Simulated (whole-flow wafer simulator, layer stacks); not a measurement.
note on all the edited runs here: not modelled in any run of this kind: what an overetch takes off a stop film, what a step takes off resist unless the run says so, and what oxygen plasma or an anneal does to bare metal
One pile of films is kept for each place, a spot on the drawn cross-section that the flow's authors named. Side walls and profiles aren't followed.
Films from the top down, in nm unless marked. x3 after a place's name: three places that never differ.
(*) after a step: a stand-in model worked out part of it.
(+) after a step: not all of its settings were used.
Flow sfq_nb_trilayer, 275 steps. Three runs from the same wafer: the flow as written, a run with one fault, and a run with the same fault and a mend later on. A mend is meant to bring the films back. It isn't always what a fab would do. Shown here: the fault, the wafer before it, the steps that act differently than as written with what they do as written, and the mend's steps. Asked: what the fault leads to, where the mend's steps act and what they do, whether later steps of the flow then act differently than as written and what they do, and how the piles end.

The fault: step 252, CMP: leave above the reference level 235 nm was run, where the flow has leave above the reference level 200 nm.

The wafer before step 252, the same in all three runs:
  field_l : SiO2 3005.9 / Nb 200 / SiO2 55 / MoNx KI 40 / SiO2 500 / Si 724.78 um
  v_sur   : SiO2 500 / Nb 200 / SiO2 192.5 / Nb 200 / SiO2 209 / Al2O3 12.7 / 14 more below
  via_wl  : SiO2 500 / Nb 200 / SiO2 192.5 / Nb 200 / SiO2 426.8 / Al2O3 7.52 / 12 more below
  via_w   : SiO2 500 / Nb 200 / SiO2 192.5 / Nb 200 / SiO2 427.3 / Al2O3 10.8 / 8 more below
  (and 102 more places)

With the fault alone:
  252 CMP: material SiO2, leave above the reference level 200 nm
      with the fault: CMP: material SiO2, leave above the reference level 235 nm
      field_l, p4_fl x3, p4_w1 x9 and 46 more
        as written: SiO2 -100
        with the fault: SiO2 -65
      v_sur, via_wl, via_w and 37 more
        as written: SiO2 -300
        with the fault: SiO2 -265
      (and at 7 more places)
  Later steps of the flow that act differently than as written (3 more steps differ only slightly, by at most 2% or 0.5 nm, whichever is larger, and aren't shown):
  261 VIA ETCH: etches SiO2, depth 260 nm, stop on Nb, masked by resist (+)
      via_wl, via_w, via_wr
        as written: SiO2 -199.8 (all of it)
        with the fault: SiO2 -234.8 (all of it)
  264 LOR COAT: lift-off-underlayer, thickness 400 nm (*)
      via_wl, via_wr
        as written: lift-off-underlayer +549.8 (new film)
        with the fault: lift-off-underlayer +576 (new film)
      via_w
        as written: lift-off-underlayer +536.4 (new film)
        with the fault: lift-off-underlayer +560.3 (new film)
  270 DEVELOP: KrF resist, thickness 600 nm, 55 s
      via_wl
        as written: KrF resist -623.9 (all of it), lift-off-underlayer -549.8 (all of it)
        with the fault: KrF resist -628.3 (all of it), lift-off-underlayer -576 (all of it)
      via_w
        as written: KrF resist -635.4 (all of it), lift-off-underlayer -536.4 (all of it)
        with the fault: KrF resist -641.9 (all of it), lift-off-underlayer -560.3 (all of it)
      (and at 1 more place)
  At the end the piles differ from the flow's by more than 2% or 0.5 nm, whichever is larger, at v_sur, via_sp, via_v and 83 more.
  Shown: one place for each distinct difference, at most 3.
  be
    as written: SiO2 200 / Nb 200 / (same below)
    with the fault: SiO2 235 / Nb 200 / (same below)
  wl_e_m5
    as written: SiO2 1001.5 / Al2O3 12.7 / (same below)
    with the fault: SiO2 1036.5 / Al2O3 12.7 / (same below)
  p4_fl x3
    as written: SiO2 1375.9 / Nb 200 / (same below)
    with the fault: SiO2 1410.9 / Nb 200 / (same below)

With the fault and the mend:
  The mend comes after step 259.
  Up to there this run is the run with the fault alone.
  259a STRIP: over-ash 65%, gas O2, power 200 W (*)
      field_l, v_sur, via_sp and 100 more
        KrF resist -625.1 (all of it), anti-reflective coat -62 (all of it)
      via_wl, via_w, via_wr
        anti-reflective coat -62 (all of it)
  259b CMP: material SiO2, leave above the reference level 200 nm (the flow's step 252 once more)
      field_l, v_sur, via_wl and 103 more
        SiO2 -35
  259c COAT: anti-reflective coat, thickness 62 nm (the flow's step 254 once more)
      field_l, v_sur, via_wl and 103 more
        anti-reflective coat +62 (new film)
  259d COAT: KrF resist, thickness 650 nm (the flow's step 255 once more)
      field_l, v_sur, via_wl and 103 more
        KrF resist +650 (new film)
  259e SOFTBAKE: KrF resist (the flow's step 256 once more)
      changes no film at any place that is followed
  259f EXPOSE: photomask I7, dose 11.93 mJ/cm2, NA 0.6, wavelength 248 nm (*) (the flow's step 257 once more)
      changes no film at any place that is followed
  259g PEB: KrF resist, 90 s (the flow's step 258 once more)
      field_l, v_sur, via_wl and 103 more
        KrF resist -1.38
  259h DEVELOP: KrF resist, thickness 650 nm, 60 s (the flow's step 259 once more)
      field_l, v_sur, via_sp and 100 more
        KrF resist -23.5
      via_wl, via_w, via_wr
        KrF resist -648.6 (all of it)
  No later step of the flow acts differently than as written at any place that is followed.
  At the end the piles are the same as the flow's at every place that both follow.
